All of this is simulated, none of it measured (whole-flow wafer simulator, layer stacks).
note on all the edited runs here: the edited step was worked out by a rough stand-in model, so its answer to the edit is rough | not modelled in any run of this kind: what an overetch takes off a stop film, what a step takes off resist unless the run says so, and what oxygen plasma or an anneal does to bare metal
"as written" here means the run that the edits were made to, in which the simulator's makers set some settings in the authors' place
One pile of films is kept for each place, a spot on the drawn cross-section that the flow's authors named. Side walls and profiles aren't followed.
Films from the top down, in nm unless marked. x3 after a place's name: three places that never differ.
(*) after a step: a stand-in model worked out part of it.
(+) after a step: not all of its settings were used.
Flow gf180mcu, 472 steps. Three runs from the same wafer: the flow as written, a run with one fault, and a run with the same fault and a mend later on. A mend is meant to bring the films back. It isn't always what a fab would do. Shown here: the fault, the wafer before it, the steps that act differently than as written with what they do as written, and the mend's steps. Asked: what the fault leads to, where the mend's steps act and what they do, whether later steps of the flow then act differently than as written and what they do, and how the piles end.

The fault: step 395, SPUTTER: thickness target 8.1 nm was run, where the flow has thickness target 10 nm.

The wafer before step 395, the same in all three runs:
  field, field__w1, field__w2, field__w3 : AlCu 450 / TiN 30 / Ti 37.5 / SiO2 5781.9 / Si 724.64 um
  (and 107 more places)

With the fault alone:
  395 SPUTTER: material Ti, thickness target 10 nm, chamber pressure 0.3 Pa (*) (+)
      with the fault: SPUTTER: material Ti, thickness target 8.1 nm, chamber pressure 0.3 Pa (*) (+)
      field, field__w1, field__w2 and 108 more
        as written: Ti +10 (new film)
        with the fault: Ti +8.1 (new film)
  Later steps of the flow that act differently than as written (2 more steps differ only slightly, by at most 2% or 0.5 nm, whichever is larger, and aren't shown):
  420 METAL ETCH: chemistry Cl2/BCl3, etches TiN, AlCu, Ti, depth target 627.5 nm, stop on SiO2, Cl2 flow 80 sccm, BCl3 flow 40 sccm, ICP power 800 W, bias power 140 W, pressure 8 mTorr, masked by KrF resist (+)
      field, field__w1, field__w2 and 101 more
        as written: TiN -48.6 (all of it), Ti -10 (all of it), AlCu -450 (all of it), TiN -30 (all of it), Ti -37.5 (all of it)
        with the fault: TiN -48.6 (all of it), Ti -8.1 (all of it), AlCu -450 (all of it), TiN -30 (all of it), Ti -37.5 (all of it)
  At the end the piles differ from the flow's by more than 2% or 0.5 nm, whichever is larger, at field__w4, field__w8, contact, m1, m1__w1, mim, mim_1p0, m1_nw.
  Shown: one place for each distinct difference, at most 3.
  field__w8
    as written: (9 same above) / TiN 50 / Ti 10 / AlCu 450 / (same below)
    with the fault: (9 same above) / TiN 50 / Ti 8.1 / AlCu 450 / (same below)
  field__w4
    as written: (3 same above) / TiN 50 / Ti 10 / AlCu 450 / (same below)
    with the fault: (3 same above) / TiN 50 / Ti 8.1 / AlCu 450 / (same below)
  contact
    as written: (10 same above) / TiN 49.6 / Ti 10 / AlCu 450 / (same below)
    with the fault: (10 same above) / TiN 49.6 / Ti 8.1 / AlCu 450 / (same below)

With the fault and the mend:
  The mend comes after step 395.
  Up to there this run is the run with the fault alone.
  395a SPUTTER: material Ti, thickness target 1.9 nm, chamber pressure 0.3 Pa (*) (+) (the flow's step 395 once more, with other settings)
      field, field__w1, field__w2 and 108 more
        Ti +1.9
  No later step of the flow acts differently than as written at any place that is followed.
  At the end the piles are the same as the flow's at every place that both follow.
